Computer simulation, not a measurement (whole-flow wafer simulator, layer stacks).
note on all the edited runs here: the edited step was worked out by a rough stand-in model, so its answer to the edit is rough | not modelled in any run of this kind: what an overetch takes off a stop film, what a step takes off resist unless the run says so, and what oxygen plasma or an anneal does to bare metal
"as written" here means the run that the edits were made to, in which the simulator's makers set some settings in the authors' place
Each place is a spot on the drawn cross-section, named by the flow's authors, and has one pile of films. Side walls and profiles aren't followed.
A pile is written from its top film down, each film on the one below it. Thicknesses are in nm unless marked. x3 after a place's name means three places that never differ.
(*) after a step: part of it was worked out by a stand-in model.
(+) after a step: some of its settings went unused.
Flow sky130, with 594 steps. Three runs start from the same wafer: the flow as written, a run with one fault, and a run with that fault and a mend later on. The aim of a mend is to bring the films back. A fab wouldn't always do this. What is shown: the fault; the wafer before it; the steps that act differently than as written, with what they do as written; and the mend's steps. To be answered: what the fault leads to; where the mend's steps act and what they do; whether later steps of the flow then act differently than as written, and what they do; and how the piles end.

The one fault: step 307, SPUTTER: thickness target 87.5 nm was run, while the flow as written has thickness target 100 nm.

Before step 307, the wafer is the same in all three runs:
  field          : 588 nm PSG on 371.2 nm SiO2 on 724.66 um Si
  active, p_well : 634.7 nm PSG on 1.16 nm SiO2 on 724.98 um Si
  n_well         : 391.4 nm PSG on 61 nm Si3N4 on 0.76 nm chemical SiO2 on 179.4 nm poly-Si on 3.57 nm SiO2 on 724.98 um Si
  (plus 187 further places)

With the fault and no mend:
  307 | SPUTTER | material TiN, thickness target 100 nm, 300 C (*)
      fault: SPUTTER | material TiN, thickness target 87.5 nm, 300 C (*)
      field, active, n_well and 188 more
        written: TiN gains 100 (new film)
        fault: TiN gains 87.5 (new film)
  Steps further on in the flow that do not act as written:
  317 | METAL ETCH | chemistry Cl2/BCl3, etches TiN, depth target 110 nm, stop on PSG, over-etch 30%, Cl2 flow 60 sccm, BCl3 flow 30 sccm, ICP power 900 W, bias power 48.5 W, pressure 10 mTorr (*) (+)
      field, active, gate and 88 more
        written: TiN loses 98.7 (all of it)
        fault: TiN loses 86.2 (all of it)
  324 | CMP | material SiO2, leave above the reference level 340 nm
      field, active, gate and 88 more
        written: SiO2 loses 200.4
        fault: SiO2 loses 212.9
  The piles end different from the flow's at n_well, p_well, gate_hv and 106 more by more than 2% or 0.5 nm, whichever is larger.
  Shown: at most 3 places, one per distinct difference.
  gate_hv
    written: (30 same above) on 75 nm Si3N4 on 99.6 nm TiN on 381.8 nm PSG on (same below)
    fault: (30 same above) on 75 nm Si3N4 on 87.1 nm TiN on 381.8 nm PSG on (same below)
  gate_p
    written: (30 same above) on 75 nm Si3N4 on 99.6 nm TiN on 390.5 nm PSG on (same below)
    fault: (30 same above) on 75 nm Si3N4 on 87.1 nm TiN on 390.5 nm PSG on (same below)
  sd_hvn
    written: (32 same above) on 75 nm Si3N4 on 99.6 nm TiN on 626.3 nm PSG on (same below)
    fault: (32 same above) on 75 nm Si3N4 on 87.1 nm TiN on 626.3 nm PSG on (same below)

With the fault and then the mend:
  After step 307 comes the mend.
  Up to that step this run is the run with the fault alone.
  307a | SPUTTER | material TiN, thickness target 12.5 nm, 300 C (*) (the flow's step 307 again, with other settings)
      field, active, n_well and 188 more
        TiN gains 12.5
  Later steps of the flow that are run all act as written at every place that is followed, up to a difference of at most 2% or 0.5 nm, whichever is larger.
  The piles end the same as the flow's at every place that both follow.
